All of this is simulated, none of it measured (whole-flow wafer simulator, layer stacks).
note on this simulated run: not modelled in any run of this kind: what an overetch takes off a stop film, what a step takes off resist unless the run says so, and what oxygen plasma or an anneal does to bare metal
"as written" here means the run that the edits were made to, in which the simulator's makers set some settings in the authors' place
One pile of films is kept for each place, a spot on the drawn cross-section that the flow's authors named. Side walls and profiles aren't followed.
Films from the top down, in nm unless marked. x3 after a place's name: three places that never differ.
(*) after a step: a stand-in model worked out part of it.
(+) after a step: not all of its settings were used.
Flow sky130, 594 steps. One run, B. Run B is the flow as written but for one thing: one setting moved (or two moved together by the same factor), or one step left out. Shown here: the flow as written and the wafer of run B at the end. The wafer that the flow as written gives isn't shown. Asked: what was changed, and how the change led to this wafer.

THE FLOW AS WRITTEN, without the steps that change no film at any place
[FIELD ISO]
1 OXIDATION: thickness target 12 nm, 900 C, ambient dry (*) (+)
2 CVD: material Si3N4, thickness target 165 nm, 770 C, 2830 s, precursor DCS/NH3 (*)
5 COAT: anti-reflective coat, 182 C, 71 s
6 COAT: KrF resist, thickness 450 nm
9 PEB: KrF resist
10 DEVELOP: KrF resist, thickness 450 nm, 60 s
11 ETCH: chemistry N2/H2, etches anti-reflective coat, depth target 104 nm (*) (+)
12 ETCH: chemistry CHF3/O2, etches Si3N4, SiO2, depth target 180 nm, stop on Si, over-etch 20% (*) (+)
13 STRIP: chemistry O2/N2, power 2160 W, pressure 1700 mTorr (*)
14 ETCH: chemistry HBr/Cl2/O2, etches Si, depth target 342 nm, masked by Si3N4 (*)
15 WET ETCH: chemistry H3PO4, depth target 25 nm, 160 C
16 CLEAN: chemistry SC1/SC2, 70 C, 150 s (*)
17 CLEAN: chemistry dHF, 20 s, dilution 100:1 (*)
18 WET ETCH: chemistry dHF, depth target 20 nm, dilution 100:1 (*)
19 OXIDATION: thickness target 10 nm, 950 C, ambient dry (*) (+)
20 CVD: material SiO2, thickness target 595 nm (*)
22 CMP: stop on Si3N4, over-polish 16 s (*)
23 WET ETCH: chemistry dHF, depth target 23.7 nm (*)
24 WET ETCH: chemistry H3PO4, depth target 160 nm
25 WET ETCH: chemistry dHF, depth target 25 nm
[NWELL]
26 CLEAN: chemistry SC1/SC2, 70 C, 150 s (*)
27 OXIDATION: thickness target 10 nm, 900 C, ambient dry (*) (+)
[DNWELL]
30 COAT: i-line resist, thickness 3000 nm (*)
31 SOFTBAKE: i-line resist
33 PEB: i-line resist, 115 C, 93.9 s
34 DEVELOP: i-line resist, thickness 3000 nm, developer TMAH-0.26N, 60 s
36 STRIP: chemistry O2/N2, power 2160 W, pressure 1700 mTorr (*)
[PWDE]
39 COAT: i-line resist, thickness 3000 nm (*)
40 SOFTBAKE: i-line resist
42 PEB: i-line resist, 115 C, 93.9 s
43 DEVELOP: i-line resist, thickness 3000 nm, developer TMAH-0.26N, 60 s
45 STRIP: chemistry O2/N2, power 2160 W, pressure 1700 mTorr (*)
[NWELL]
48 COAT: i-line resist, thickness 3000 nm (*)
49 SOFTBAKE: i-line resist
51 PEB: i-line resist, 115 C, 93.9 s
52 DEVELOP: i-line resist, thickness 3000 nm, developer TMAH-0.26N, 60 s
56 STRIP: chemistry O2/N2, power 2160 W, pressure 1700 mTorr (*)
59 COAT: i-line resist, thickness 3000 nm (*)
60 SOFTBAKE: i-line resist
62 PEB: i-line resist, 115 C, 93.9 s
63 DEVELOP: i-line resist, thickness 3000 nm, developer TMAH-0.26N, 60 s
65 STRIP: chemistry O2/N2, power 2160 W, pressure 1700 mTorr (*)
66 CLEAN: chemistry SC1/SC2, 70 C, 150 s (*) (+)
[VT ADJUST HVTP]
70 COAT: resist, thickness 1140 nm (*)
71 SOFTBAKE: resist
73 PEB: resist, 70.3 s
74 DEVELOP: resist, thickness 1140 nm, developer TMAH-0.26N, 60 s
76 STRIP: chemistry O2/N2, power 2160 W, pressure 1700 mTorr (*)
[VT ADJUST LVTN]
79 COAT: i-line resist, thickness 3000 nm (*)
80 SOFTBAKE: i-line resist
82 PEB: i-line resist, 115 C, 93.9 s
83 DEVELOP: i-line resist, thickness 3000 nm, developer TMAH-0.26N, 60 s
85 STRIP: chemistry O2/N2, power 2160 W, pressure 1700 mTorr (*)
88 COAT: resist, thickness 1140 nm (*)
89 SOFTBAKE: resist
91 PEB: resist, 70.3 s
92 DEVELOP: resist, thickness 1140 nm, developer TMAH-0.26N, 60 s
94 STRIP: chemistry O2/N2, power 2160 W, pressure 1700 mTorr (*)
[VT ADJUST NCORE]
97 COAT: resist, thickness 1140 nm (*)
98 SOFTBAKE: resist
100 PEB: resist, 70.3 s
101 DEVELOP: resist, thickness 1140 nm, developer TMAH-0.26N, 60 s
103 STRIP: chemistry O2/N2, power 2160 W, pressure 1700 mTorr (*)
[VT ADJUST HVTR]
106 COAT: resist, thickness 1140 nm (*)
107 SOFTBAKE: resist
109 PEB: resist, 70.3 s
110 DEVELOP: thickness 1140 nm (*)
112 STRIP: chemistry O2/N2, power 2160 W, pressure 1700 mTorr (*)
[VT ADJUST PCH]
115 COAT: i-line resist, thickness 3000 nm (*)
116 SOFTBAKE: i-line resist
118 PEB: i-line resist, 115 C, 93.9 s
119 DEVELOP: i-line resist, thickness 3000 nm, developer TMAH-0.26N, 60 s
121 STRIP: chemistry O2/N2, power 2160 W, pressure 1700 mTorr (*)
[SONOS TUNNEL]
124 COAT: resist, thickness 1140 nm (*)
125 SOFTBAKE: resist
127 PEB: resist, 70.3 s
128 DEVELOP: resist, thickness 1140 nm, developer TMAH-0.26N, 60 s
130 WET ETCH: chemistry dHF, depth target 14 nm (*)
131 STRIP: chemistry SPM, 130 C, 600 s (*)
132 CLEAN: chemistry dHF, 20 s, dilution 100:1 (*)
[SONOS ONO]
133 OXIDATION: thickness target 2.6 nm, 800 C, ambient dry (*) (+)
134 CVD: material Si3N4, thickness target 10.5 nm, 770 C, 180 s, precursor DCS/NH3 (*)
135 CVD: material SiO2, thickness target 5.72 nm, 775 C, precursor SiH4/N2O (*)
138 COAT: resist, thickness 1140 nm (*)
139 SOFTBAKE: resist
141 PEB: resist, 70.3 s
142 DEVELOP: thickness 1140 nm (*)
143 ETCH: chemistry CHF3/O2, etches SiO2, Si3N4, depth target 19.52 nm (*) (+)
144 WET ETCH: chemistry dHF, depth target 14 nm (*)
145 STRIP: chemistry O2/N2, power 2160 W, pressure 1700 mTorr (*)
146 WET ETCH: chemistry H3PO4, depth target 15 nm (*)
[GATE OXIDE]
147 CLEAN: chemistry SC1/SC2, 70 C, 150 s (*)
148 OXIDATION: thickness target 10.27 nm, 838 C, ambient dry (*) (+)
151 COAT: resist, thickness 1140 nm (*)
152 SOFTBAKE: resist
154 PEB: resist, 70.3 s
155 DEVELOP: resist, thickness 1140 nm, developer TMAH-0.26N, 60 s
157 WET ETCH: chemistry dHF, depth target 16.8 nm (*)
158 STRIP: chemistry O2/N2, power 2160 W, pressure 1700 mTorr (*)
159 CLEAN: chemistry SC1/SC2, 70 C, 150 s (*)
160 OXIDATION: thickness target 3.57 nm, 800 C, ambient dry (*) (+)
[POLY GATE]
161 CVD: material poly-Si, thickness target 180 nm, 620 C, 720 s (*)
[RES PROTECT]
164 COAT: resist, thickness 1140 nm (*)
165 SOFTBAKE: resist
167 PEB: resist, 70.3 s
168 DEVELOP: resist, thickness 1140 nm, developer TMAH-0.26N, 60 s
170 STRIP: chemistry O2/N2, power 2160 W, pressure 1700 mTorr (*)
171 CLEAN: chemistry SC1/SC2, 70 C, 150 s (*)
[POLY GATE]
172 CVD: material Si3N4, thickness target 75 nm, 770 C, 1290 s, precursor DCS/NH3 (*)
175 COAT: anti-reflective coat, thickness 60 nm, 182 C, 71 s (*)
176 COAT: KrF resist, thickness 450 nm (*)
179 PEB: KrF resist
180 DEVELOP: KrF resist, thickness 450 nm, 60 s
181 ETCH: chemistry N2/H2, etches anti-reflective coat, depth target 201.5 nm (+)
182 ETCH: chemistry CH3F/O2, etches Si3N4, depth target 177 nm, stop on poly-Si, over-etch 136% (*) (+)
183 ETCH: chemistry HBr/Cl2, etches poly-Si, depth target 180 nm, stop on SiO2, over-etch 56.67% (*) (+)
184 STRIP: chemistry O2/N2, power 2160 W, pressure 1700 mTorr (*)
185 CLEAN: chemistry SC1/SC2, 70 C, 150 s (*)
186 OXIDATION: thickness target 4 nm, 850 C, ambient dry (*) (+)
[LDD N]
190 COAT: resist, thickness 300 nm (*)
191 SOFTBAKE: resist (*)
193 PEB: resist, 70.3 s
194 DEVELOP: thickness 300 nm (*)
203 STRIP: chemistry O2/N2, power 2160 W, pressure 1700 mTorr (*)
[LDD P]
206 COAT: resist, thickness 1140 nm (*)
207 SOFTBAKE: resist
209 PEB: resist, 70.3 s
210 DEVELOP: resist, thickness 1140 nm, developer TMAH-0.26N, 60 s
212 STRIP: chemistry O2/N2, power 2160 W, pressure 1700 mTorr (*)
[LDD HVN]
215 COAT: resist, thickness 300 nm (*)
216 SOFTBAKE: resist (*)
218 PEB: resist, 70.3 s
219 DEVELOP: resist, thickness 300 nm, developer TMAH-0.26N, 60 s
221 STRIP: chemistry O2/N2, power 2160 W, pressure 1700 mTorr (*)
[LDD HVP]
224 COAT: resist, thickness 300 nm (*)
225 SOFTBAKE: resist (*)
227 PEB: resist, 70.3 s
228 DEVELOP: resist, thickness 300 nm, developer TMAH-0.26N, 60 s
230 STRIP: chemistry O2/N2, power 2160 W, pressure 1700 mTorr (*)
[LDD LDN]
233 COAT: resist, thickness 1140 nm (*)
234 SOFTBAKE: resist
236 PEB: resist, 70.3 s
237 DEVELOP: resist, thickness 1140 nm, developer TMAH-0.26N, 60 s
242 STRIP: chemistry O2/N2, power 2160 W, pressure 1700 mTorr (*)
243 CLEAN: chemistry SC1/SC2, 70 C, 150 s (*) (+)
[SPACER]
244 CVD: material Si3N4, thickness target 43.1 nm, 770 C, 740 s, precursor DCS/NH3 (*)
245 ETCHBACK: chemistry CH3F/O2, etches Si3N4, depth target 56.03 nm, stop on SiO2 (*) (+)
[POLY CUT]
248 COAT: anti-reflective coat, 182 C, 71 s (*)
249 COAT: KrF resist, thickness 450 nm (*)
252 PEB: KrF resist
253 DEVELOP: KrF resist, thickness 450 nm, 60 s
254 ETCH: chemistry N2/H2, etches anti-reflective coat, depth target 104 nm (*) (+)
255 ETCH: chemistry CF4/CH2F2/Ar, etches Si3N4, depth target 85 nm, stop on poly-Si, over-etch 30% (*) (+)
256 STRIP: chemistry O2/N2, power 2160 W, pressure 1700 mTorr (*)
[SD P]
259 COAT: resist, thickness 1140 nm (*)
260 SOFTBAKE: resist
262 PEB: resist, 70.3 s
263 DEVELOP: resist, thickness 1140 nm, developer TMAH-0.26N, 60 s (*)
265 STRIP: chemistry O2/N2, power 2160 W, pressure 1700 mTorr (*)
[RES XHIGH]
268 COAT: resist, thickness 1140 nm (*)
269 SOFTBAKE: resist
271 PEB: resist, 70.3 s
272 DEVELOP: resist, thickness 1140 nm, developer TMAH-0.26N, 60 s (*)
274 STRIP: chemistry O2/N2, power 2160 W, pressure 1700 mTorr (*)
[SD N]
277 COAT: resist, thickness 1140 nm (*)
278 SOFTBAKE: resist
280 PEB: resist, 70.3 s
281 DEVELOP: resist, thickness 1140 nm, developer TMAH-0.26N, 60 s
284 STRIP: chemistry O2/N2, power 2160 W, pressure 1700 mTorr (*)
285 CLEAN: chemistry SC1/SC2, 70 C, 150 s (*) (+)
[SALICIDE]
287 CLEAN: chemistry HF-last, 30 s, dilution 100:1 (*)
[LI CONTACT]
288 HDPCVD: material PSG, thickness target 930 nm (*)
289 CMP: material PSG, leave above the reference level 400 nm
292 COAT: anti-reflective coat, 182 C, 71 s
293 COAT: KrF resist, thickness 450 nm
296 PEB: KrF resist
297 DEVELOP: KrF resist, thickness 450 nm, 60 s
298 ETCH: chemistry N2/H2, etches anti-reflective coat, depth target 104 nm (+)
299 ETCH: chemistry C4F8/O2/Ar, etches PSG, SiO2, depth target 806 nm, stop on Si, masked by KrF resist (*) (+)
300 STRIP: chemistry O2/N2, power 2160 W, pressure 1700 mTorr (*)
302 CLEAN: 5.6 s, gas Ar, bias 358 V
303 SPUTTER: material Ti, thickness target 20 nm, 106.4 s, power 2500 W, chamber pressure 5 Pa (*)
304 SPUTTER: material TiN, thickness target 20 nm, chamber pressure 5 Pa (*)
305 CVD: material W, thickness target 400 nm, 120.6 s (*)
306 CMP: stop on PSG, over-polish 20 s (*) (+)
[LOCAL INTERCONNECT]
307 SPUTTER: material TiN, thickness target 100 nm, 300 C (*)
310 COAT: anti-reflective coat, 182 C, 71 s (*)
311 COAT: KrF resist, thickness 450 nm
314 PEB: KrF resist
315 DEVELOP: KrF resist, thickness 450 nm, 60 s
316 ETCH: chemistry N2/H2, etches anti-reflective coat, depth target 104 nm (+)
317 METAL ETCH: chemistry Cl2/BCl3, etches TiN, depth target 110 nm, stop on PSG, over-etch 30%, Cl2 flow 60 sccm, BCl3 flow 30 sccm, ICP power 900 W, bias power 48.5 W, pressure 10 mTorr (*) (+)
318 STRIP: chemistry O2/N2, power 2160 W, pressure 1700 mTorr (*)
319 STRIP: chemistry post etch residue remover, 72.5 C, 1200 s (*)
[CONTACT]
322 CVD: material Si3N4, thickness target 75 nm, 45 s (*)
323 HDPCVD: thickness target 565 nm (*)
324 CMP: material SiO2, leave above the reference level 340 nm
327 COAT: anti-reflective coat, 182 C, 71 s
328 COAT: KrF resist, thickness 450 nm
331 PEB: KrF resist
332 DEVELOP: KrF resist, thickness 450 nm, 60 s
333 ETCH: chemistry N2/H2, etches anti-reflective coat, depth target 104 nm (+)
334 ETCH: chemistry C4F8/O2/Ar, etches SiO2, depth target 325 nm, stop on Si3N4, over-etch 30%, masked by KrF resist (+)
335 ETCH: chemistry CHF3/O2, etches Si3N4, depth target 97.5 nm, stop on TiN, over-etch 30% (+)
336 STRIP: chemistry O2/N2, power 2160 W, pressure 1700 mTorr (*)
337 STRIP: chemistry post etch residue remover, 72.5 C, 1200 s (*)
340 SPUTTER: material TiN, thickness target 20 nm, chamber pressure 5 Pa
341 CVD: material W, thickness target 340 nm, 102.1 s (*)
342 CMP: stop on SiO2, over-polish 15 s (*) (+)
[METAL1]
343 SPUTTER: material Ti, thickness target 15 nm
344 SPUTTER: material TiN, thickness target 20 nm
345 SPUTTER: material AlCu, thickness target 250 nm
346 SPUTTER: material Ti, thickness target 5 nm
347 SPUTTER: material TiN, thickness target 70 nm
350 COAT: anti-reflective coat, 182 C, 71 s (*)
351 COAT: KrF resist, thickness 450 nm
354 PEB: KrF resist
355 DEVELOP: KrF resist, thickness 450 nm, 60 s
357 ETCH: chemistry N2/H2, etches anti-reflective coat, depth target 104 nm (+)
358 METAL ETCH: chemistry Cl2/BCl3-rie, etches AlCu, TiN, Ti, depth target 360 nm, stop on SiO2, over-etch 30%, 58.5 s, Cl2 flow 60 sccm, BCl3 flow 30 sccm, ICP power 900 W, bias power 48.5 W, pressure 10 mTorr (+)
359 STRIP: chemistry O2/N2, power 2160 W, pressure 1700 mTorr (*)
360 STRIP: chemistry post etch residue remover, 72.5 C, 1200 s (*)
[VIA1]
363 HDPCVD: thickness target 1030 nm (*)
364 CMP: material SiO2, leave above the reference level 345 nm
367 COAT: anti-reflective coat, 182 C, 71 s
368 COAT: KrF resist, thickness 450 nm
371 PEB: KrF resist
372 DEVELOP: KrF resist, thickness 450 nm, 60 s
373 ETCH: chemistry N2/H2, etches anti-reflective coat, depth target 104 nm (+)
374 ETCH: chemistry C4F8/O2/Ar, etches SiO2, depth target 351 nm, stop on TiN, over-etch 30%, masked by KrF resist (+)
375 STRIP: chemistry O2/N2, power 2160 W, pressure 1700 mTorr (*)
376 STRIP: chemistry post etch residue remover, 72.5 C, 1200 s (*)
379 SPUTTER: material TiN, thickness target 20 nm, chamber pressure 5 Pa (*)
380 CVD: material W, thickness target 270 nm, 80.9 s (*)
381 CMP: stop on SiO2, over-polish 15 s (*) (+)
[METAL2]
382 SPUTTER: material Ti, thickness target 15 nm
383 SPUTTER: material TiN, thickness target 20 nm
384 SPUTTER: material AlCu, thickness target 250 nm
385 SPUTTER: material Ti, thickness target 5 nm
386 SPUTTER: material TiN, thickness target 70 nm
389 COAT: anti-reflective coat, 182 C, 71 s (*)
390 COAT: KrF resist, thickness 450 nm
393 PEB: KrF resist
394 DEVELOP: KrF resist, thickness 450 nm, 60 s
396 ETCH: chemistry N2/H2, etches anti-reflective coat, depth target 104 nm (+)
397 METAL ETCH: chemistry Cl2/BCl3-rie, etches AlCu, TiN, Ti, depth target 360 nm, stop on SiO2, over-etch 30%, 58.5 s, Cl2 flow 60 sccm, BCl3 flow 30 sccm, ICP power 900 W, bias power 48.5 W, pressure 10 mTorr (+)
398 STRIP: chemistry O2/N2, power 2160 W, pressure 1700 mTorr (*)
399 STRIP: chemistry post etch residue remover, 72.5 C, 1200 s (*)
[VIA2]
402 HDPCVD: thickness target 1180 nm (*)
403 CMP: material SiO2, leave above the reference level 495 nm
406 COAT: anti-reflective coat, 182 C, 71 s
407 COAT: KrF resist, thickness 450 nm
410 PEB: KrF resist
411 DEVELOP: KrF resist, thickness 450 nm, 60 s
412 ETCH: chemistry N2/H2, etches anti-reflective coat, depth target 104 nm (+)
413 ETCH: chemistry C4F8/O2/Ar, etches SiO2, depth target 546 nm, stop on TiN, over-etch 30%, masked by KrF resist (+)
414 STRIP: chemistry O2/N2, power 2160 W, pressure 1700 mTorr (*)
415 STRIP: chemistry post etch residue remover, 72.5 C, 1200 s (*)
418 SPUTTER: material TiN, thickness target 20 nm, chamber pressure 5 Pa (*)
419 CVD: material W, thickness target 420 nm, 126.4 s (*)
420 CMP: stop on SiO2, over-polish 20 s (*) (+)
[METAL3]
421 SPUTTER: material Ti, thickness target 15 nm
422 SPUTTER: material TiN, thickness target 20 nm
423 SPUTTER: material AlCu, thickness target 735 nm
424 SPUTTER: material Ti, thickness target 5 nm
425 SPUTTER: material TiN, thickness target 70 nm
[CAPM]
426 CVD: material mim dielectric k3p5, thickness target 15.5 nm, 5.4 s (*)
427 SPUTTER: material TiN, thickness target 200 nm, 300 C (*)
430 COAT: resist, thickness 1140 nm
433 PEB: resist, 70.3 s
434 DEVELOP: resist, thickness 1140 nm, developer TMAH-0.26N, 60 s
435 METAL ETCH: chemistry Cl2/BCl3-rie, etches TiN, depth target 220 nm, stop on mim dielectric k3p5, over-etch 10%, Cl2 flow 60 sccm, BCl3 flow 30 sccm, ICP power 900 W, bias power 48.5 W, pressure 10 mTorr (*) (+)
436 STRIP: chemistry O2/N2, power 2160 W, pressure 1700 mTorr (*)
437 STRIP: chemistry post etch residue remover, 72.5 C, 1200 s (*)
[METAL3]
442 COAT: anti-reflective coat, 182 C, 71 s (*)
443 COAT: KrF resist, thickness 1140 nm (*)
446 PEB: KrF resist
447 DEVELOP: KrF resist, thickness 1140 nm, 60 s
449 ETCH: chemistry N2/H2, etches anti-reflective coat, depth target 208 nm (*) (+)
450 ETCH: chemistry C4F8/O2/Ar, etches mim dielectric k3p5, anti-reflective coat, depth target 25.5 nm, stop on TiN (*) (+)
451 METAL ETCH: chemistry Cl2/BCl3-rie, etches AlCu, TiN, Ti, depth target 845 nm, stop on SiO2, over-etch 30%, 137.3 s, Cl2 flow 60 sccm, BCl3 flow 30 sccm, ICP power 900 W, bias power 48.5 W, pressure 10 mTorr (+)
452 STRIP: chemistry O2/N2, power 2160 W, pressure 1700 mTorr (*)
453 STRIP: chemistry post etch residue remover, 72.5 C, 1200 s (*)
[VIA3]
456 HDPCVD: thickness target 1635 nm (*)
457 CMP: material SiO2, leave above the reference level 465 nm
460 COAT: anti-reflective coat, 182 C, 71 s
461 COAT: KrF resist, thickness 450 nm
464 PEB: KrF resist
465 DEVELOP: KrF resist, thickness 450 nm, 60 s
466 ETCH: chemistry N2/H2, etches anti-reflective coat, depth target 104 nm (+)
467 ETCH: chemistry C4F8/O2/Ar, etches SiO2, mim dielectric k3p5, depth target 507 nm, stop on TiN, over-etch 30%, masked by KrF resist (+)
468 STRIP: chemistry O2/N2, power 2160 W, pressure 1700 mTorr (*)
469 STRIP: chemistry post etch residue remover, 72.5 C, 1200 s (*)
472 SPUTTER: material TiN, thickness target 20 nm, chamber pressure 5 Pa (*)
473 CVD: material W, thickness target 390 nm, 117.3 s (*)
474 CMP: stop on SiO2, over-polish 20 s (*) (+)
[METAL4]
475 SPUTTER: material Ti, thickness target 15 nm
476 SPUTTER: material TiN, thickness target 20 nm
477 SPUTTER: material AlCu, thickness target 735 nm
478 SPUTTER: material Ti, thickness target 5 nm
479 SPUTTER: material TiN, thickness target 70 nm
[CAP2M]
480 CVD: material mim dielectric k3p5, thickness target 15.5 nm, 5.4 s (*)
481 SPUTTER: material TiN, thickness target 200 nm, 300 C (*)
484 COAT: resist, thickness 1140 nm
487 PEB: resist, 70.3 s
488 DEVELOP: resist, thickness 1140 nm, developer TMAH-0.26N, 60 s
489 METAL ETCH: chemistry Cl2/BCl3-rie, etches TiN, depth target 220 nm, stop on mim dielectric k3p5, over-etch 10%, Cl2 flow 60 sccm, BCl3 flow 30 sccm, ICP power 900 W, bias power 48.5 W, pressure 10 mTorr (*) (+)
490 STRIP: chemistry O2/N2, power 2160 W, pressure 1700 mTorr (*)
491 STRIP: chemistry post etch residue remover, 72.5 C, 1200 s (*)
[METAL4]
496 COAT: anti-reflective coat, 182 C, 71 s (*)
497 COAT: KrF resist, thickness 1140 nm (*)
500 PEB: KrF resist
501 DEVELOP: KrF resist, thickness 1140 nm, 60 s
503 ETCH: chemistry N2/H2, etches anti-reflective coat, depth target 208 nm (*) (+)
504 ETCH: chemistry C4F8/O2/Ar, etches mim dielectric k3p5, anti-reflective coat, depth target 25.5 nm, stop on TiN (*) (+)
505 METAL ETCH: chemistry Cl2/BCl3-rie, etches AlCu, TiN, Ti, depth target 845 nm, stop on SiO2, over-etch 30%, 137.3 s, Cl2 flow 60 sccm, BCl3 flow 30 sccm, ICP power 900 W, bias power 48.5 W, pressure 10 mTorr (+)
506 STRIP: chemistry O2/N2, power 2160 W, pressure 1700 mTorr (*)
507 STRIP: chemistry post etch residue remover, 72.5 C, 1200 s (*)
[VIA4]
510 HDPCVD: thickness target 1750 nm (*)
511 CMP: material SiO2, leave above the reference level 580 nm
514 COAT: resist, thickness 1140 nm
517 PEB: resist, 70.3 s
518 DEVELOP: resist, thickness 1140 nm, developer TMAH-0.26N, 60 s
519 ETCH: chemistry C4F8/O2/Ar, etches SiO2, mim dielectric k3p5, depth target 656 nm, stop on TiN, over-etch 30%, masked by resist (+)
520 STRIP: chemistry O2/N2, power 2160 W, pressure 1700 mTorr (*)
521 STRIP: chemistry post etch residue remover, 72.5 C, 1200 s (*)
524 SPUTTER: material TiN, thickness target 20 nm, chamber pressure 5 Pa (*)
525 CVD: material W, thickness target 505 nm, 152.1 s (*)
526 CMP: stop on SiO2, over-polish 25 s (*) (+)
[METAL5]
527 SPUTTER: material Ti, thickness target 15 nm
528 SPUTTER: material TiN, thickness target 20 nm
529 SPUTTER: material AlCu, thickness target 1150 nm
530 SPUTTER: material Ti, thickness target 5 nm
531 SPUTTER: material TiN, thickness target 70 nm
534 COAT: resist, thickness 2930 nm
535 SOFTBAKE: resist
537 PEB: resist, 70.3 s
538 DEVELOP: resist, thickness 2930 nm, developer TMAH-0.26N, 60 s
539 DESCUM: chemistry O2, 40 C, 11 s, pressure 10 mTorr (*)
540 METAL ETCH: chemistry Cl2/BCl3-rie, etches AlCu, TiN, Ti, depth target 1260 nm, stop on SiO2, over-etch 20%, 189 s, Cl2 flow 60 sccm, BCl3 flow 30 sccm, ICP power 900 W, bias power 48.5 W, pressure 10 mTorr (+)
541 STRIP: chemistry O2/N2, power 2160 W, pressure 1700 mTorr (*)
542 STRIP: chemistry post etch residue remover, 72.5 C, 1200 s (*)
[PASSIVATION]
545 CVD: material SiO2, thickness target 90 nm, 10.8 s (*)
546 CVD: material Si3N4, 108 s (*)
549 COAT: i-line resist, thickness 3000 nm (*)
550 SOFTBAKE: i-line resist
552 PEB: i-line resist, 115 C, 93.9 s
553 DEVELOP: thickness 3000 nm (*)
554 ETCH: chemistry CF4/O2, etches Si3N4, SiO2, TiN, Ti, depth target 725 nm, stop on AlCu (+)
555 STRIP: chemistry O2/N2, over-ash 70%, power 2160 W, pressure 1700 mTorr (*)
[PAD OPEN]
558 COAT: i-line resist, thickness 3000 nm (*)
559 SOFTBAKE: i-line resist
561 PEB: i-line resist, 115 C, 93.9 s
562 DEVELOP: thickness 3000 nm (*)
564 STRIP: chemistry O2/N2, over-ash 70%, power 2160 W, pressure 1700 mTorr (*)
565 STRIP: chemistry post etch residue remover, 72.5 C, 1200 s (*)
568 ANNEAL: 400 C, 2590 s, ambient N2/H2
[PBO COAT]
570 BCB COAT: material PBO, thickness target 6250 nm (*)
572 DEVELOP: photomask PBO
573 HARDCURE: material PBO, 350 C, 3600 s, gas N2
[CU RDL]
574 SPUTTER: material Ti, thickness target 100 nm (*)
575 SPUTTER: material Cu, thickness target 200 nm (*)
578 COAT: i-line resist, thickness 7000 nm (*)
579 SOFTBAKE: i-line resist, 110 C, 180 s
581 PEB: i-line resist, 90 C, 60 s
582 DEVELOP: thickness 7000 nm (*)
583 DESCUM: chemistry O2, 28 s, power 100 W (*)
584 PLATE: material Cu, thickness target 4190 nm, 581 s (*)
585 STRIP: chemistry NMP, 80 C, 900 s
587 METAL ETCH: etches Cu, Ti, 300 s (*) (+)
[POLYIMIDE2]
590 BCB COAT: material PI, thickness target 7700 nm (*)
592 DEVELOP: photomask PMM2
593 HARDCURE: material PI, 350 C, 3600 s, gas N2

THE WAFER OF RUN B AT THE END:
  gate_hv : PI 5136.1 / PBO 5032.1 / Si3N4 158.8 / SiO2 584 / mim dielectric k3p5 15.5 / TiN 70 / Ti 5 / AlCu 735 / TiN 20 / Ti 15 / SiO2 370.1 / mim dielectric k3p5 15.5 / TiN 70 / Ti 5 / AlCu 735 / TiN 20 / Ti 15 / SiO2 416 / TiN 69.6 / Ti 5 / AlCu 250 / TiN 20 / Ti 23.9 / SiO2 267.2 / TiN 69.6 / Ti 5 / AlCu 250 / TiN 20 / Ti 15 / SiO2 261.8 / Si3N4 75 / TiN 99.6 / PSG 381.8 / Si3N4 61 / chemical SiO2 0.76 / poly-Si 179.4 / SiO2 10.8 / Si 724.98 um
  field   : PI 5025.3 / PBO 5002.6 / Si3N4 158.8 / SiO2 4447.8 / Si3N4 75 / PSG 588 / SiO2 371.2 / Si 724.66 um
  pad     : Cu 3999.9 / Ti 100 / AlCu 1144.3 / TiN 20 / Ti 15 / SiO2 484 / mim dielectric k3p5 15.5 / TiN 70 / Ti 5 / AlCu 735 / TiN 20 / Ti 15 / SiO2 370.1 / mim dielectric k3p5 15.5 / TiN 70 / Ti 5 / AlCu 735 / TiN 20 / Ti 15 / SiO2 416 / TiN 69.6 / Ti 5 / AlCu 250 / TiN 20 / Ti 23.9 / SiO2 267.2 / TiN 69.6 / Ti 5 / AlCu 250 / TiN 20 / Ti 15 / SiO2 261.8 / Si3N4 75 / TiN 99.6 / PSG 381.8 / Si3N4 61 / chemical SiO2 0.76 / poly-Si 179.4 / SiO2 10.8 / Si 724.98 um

The cause: step 382, SPUTTER: thickness target 23.9 nm was run, where the flow has thickness target 15 nm.
It can be read off the wafer: gate_hv has Ti 23.9, and step 382 as written asks for 15 nm.

How the change led to this, step by step:
  382 SPUTTER: material Ti, thickness target 15 nm
      field, active, n_well and 188 more: Ti +23.9 (new film) (as written it would be: Ti +15 (new film))
  397 METAL ETCH: chemistry Cl2/BCl3-rie, etches AlCu, TiN, Ti, depth target 360 nm, stop on SiO2, over-etch 30%, 58.5 s, Cl2 flow 60 sccm, BCl3 flow 30 sccm, ICP power 900 W, bias power 48.5 W, pressure 10 mTorr (+)
      field, active, gate and 82 more: TiN -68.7 (all of it), Ti -5 (all of it), AlCu -250 (all of it), TiN -20 (all of it), Ti -23.9 (all of it), SiO2 -10 (as written it would be: TiN -68.7 (all of it), Ti -5 (all of it), AlCu -250 (all of it), TiN -20 (all of it), Ti -15 (all of it), SiO2 -10.9)
  403 CMP: material SiO2, leave above the reference level 495 nm
      field, active, gate and 82 more: SiO2 -381.1 (as written it would be: SiO2 -389.1)
